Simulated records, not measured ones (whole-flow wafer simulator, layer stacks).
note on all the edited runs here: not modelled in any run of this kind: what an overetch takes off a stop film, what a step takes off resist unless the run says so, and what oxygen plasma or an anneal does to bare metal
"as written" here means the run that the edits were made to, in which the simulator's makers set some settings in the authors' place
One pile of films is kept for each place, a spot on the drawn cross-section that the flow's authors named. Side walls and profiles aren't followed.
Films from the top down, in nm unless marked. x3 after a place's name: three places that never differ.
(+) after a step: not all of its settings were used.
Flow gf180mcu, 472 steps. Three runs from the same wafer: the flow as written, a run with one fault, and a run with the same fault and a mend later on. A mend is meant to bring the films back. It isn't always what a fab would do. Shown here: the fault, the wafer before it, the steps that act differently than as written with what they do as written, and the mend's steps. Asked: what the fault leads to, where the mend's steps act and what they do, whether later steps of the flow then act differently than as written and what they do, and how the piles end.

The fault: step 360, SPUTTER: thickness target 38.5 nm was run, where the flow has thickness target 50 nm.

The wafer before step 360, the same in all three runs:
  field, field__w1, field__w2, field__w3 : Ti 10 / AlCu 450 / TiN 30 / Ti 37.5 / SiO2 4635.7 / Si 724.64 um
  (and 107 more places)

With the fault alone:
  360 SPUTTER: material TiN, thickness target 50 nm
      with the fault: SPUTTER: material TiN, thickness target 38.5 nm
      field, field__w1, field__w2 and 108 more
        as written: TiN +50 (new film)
        with the fault: TiN +38.5 (new film)
  Later steps of the flow that act differently than as written (5 more steps differ only slightly, by at most 2% or 0.5 nm, whichever is larger, and aren't shown):
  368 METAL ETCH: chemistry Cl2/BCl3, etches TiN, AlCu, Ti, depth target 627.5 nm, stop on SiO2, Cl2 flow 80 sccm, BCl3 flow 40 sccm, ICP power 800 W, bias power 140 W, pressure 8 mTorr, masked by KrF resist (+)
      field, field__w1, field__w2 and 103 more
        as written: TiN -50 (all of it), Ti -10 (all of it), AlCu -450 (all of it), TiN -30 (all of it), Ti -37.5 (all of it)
        with the fault: TiN -38.5 (all of it), Ti -10 (all of it), AlCu -450 (all of it), TiN -30 (all of it), Ti -37.5 (all of it)
  At the end the piles differ from the flow's by more than 2% or 0.5 nm, whichever is larger, at field__w8, contact, m1, m1__w1, m1_nw.
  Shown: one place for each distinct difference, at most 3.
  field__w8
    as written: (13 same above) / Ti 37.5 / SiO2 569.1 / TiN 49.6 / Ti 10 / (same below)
    with the fault: (13 same above) / Ti 37.5 / SiO2 580.6 / TiN 38.1 / Ti 10 / (same below)
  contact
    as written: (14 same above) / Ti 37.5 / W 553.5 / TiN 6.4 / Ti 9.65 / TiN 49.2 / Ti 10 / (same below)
    with the fault: (14 same above) / Ti 37.5 / W 565.1 / TiN 6.36 / Ti 9.59 / TiN 37.7 / Ti 10 / (same below)

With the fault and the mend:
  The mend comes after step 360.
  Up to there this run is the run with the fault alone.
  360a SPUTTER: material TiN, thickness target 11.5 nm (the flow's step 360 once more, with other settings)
      field, field__w1, field__w2 and 108 more
        TiN +11.5
  No later step of the flow acts differently than as written at any place that is followed.
  At the end the piles are the same as the flow's at every place that both follow.
